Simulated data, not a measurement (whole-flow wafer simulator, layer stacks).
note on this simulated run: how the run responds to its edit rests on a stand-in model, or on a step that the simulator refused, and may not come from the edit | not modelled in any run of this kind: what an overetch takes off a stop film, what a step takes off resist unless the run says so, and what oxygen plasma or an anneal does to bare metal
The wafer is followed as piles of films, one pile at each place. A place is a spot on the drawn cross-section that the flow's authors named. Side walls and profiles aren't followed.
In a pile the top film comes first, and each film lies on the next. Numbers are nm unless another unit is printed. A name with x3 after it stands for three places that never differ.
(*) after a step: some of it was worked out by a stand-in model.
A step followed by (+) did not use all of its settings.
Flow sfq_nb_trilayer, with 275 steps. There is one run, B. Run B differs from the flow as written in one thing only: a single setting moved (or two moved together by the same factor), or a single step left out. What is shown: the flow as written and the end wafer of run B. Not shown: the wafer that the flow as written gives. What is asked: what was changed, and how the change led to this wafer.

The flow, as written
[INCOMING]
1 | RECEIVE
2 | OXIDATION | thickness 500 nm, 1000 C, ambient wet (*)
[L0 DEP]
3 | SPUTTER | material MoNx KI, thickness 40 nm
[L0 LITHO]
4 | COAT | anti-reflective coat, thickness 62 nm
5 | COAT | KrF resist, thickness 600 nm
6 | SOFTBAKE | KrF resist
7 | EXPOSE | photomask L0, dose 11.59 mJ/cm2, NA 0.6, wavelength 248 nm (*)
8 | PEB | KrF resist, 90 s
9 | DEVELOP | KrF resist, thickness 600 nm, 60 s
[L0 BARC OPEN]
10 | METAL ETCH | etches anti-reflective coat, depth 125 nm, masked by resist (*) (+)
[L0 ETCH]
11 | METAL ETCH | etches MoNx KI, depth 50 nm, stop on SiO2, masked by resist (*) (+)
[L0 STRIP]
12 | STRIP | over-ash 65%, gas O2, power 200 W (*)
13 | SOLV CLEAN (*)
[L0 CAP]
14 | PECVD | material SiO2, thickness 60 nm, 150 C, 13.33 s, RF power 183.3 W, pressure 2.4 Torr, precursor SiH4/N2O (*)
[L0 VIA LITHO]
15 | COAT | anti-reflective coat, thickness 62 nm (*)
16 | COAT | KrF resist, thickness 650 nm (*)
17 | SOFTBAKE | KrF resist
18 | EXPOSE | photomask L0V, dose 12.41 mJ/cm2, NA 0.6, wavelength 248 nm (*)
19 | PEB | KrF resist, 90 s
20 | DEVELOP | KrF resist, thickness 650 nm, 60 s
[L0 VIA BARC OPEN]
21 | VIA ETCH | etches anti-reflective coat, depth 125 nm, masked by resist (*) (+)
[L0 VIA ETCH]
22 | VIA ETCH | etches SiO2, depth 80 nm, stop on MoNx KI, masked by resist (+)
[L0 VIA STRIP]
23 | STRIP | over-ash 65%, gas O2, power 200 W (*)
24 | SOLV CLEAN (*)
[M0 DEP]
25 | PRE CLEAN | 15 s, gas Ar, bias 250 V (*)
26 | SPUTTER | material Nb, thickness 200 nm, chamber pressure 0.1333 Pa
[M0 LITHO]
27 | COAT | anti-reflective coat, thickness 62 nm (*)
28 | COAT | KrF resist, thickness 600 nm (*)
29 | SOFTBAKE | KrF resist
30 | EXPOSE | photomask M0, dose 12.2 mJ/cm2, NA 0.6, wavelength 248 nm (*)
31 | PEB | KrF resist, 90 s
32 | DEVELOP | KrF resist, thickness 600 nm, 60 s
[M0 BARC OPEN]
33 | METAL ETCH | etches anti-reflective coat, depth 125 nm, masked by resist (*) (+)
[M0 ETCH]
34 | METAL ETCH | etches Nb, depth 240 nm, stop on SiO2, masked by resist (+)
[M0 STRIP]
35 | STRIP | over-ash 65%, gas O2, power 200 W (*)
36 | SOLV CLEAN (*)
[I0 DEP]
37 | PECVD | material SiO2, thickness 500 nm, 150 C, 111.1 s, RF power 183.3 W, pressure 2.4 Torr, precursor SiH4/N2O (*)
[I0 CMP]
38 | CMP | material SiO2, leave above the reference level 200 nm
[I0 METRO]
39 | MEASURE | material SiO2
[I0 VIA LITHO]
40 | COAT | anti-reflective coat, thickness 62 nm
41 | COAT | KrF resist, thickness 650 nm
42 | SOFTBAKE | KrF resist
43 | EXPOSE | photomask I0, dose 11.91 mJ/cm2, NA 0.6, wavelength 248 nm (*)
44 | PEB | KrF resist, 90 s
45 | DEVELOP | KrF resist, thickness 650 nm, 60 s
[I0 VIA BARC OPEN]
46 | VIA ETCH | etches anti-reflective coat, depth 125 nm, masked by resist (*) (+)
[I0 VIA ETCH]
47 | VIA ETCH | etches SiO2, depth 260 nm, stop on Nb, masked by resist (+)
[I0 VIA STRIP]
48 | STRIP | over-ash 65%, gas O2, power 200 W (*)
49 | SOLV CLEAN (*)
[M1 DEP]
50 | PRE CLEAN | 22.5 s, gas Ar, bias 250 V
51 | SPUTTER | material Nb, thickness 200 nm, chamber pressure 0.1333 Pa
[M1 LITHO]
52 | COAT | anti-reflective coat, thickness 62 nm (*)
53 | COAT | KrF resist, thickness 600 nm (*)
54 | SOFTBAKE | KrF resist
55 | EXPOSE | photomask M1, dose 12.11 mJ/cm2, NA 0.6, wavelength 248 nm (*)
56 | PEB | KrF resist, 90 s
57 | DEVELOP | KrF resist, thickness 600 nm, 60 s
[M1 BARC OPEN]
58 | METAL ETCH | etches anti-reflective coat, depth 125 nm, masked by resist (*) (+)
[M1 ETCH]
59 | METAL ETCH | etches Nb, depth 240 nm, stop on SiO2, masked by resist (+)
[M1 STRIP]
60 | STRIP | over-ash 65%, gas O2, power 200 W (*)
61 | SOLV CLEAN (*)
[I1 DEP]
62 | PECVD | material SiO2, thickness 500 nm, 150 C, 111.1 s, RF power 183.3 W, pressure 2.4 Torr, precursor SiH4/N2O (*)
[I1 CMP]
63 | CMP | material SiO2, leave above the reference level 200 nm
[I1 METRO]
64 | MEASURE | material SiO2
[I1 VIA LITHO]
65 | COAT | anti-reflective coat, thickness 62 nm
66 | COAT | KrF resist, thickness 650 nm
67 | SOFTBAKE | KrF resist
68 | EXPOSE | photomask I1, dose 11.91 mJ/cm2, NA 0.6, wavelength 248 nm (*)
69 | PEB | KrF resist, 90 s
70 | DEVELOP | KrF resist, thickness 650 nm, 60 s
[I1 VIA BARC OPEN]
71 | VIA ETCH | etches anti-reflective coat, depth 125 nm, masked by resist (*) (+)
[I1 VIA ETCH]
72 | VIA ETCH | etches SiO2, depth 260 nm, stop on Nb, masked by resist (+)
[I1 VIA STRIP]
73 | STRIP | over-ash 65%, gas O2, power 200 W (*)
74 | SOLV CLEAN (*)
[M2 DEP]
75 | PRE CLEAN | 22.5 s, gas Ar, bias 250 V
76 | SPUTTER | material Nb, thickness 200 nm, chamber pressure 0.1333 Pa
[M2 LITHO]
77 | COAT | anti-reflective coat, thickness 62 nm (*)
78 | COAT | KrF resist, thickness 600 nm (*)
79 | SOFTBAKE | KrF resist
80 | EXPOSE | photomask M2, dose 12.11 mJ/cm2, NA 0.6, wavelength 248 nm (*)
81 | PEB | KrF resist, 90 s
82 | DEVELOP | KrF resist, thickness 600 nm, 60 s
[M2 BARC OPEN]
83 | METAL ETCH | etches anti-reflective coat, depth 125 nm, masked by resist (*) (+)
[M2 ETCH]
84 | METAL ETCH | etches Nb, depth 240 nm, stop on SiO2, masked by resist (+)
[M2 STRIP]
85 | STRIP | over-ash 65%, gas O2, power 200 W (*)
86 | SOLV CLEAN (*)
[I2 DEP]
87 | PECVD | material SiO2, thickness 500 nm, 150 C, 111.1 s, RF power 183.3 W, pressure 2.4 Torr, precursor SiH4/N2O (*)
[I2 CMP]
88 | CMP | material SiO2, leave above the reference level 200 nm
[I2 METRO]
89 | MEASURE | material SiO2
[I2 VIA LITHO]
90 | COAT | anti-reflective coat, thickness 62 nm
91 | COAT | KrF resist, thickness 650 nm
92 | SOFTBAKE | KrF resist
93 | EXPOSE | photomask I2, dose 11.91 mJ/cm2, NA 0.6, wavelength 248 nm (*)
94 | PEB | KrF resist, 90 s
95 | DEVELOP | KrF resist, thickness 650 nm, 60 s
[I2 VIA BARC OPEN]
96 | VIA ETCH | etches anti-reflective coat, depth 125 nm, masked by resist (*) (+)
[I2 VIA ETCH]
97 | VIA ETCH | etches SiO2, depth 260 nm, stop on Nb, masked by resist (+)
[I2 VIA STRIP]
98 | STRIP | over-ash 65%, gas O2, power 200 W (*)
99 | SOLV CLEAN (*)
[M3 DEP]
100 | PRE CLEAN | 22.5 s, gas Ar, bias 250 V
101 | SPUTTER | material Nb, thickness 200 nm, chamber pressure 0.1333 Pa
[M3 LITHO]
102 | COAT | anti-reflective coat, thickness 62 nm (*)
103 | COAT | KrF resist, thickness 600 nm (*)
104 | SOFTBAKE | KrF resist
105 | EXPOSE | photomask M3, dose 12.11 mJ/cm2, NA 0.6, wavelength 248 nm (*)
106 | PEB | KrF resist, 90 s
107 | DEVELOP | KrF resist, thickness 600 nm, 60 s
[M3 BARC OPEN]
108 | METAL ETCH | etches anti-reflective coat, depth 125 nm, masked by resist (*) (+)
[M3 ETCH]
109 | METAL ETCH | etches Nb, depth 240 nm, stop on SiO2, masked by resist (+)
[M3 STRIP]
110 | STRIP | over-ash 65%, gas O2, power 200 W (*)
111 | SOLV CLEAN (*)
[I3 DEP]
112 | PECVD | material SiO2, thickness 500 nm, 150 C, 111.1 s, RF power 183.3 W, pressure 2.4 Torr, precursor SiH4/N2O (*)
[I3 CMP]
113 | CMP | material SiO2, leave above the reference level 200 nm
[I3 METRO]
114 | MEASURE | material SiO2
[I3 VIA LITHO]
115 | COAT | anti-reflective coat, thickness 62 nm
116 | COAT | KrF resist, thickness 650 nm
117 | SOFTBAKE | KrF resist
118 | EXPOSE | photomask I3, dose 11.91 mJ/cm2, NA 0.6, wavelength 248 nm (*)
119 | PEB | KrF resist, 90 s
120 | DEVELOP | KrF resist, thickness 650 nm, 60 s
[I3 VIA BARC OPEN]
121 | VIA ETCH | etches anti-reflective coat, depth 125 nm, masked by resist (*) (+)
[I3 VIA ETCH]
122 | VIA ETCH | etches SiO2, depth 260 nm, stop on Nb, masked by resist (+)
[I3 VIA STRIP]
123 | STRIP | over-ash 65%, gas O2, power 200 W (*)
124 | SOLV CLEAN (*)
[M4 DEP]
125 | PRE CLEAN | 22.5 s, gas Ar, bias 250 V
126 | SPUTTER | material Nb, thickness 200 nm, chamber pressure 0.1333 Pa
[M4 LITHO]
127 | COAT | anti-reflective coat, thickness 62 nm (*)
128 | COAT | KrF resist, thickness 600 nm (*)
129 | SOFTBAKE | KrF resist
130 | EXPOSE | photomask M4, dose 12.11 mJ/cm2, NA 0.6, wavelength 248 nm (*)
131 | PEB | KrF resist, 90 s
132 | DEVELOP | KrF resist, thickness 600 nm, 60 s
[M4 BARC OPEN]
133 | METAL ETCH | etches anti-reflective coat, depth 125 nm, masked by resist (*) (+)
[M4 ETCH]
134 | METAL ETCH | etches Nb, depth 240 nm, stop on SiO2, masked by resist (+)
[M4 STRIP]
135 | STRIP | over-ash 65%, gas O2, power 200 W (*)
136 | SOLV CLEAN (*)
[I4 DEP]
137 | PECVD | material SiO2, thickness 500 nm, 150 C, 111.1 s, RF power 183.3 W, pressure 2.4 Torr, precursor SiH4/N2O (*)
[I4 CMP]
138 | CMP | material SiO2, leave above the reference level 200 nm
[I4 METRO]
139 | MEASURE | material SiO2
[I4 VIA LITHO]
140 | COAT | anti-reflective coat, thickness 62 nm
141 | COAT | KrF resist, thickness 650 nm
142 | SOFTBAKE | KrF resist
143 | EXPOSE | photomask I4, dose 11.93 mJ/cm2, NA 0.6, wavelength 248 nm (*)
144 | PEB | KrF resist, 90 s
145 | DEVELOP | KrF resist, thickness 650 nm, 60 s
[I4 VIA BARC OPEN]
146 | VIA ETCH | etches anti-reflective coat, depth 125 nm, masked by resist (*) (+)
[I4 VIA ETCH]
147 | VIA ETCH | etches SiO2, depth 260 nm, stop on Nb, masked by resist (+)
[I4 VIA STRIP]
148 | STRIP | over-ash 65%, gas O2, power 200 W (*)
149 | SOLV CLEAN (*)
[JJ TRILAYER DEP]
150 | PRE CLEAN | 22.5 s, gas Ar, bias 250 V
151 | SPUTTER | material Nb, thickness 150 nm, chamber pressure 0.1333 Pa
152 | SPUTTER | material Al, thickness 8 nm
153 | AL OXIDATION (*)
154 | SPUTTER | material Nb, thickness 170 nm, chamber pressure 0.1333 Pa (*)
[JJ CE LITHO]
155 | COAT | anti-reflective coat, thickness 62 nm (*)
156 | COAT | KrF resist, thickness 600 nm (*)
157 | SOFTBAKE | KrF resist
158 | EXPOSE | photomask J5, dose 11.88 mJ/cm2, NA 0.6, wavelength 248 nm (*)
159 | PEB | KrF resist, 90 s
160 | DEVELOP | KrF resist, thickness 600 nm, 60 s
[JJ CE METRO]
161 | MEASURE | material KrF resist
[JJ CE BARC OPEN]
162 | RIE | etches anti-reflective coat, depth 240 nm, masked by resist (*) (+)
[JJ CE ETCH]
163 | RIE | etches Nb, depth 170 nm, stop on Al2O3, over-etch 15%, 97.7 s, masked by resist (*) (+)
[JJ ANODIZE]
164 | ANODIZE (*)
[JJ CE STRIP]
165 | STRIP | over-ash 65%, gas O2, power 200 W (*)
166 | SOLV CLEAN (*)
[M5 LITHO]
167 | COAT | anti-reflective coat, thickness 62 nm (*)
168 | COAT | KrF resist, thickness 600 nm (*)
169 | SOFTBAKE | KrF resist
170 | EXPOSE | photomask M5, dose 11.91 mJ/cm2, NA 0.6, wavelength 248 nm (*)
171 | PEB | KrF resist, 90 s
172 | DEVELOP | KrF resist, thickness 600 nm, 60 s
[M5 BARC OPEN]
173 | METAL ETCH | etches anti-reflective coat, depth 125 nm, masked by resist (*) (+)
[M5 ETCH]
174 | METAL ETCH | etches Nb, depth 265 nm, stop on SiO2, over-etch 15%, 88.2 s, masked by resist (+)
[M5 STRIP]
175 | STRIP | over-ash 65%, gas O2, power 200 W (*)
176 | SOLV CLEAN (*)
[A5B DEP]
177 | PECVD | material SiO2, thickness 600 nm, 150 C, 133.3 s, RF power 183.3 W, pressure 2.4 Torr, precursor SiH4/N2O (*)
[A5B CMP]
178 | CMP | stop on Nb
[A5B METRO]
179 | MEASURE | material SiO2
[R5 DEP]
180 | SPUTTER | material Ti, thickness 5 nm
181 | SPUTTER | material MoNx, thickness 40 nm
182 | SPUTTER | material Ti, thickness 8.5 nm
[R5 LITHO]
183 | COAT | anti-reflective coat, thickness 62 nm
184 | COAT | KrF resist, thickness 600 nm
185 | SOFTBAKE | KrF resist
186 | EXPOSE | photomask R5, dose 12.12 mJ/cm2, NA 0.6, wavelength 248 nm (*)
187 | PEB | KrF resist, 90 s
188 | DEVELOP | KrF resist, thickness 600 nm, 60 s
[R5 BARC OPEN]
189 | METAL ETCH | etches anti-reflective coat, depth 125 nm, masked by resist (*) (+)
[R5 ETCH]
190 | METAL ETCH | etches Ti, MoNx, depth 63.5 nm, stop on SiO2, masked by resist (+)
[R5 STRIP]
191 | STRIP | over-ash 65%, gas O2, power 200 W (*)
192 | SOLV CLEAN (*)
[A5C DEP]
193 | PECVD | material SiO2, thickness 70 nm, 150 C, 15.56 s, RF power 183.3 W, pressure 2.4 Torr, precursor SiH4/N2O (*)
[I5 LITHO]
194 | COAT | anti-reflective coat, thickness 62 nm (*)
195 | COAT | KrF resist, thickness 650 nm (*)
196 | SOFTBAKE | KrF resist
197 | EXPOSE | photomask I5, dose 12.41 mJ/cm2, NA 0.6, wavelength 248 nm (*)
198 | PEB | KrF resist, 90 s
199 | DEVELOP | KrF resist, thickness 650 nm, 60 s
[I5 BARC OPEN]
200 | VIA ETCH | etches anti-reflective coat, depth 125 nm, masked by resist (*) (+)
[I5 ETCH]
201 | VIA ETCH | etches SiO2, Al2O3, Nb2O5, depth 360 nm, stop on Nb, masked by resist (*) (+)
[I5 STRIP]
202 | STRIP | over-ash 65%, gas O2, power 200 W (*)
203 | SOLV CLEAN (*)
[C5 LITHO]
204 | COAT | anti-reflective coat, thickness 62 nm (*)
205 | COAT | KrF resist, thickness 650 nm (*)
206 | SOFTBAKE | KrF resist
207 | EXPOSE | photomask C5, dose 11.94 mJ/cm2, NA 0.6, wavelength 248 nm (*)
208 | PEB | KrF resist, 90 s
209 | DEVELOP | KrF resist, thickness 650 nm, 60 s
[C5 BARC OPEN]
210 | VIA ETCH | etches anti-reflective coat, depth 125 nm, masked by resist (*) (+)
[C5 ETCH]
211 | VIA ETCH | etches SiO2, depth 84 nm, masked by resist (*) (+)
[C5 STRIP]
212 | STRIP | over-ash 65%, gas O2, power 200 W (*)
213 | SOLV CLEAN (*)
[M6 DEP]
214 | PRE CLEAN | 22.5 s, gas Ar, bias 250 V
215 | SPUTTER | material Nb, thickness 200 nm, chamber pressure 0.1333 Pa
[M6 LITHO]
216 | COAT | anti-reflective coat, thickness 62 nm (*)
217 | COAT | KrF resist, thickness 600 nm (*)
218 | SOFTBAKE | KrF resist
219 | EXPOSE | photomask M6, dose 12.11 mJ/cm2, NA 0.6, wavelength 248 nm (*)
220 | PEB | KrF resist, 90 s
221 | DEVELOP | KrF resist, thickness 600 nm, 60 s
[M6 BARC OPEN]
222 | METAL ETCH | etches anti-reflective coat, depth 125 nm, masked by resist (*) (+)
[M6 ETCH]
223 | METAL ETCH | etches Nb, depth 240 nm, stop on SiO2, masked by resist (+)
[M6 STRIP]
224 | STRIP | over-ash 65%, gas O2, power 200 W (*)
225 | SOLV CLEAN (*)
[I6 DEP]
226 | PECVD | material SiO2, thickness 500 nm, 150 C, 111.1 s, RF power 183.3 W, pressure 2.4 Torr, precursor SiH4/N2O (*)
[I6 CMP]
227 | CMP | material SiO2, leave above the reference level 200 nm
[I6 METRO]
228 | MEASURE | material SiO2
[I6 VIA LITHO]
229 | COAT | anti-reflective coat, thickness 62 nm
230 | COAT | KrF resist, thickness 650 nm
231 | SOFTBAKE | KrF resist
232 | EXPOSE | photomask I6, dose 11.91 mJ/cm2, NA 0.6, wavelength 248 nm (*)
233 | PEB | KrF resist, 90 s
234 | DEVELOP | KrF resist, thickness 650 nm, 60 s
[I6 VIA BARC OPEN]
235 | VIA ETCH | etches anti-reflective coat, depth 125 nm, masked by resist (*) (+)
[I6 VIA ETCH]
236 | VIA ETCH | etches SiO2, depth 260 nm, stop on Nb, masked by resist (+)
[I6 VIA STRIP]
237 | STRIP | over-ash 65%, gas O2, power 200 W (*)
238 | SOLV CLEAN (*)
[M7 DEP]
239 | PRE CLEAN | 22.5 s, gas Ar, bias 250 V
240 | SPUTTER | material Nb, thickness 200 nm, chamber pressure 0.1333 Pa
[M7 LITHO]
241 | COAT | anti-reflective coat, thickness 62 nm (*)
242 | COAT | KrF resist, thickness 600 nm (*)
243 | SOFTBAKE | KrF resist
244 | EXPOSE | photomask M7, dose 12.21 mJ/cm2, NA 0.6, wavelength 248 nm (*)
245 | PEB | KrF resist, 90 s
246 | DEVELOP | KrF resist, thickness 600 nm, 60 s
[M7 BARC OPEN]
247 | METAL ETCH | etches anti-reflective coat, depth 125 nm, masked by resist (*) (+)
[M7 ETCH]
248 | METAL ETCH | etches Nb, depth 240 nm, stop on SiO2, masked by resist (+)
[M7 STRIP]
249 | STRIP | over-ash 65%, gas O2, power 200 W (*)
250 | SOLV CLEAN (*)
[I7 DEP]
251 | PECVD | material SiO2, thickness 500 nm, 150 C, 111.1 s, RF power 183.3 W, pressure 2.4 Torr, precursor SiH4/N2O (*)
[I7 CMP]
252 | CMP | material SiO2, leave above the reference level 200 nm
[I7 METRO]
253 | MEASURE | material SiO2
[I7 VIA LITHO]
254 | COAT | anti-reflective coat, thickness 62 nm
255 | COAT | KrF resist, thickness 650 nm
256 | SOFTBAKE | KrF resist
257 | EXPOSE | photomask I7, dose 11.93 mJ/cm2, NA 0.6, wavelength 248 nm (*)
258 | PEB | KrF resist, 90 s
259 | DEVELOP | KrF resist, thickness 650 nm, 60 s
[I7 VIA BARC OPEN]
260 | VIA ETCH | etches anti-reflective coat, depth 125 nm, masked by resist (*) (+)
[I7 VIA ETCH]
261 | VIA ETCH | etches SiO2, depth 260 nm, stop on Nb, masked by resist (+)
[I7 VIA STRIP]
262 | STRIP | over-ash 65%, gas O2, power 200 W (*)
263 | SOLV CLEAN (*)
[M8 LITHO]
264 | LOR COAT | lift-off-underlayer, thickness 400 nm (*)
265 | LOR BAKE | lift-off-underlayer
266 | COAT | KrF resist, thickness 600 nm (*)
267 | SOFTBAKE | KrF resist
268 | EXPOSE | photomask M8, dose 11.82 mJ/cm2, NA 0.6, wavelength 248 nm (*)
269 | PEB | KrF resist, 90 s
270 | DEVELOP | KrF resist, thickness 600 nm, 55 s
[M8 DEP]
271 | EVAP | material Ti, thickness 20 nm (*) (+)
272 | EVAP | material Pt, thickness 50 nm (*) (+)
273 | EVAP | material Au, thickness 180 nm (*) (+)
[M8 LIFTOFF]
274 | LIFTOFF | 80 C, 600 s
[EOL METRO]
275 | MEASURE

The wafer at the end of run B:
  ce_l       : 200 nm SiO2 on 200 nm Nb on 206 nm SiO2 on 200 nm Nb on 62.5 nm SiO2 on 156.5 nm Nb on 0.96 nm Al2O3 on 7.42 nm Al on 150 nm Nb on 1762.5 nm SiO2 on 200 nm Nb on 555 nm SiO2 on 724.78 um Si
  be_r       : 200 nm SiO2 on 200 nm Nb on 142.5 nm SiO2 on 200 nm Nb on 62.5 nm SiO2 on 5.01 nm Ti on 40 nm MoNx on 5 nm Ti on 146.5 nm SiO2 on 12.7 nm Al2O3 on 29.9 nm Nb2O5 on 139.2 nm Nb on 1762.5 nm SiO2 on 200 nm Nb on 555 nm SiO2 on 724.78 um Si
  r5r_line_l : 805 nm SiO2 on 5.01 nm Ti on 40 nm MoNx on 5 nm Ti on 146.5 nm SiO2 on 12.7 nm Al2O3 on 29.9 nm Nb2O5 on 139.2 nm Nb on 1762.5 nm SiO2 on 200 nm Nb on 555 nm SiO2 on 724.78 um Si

Cause: step 182, SPUTTER: thickness 5.01 nm was run, though the flow has thickness 8.5 nm.
One can read it off the wafer: be_r has Ti 5.01, and step 182 as written asks for 8.5 nm.

Step by step, how the change led to this:
  182 | SPUTTER | material Ti, thickness 8.5 nm
      field_l, v_sur, via_wl and 103 more: Ti gains 5.01 (new film) (as written it would have been: Ti gains 8.5 (new film))
  190 | METAL ETCH | etches Ti, MoNx, depth 63.5 nm, stop on SiO2, masked by resist (+)
      field_l, v_sur, via_wl and 92 more: Ti loses 5.01 (all of it), MoNx loses 40 (all of it), Ti loses 5 (all of it) (as written it would have been: Ti loses 8.5 (all of it), MoNx loses 40 (all of it), Ti loses 5 (all of it))
      ce_l, c5j, ce_r, wl_jj: Ti loses 5.01 (all of it), MoNx loses 40 (all of it), Ti loses 5 (all of it), Nb loses 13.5 (as written it would have been: Ti loses 8.5 (all of it), MoNx loses 40 (all of it), Ti loses 5 (all of it), Nb loses 10)
  194 | COAT | anti-reflective coat, thickness 62 nm (*)
      ce_l: anti-reflective coat gains 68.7 (new film) (as written it would have been: anti-reflective coat gains 67.2 (new film))
      ce_r: anti-reflective coat gains 69.5 (new film) (as written it would have been: anti-reflective coat gains 68.1 (new film))
      (as well as at 1 more place)
  202 | STRIP | over-ash 65%, gas O2, power 200 W (*)
      ce_l: KrF resist loses 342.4 (all of it), anti-reflective coat loses 68.7 (all of it) (as written it would have been: KrF resist loses 341.5 (all of it), anti-reflective coat loses 67.2 (all of it))
      ce_r: KrF resist loses 346.7 (all of it), anti-reflective coat loses 69.5 (all of it) (as written it would have been: KrF resist loses 346.1 (all of it), anti-reflective coat loses 68.1 (all of it))
      (as well as at 1 more place)
  204 | COAT | anti-reflective coat, thickness 62 nm (*)
      ce_l: anti-reflective coat gains 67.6 (new film) (as written it would have been: anti-reflective coat gains 66 (new film))
      ce_r: anti-reflective coat gains 68.6 (new film) (as written it would have been: anti-reflective coat gains 67.2 (new film))
      (as well as at 1 more place)
  212 | STRIP | over-ash 65%, gas O2, power 200 W (*)
      ce_l: KrF resist loses 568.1 (all of it), anti-reflective coat loses 67.6 (all of it) (as written it would have been: KrF resist loses 567.4 (all of it), anti-reflective coat loses 66 (all of it))
      ce_r: KrF resist loses 574.1 (all of it), anti-reflective coat loses 68.6 (all of it) (as written it would have been: KrF resist loses 573.7 (all of it), anti-reflective coat loses 67.2 (all of it))
      (as well as at 1 more place)
  216 | COAT | anti-reflective coat, thickness 62 nm (*)
      ce_l: anti-reflective coat gains 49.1 (new film) (as written it would have been: anti-reflective coat gains 48 (new film))
      ce_r: anti-reflective coat gains 49.8 (new film) (as written it would have been: anti-reflective coat gains 48.8 (new film))
      (as well as at 1 more place)
  224 | STRIP | over-ash 65%, gas O2, power 200 W (*)
      ce_l: KrF resist loses 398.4 (all of it), anti-reflective coat loses 49.1 (all of it) (as written it would have been: KrF resist loses 397.1 (all of it), anti-reflective coat loses 48 (all of it))
      ce_r: KrF resist loses 404.4 (all of it), anti-reflective coat loses 49.8 (all of it) (as written it would have been: KrF resist loses 403.5 (all of it), anti-reflective coat loses 48.8 (all of it))
      (as well as at 1 more place)
  227 | CMP | material SiO2, leave above the reference level 200 nm
      r5r_line_l, r5r_spacepad_l, r5r_spacepad_r, r5r_line_c, r5r_line_r: SiO2 loses 150 (as written it would have been: SiO2 loses 153.5)
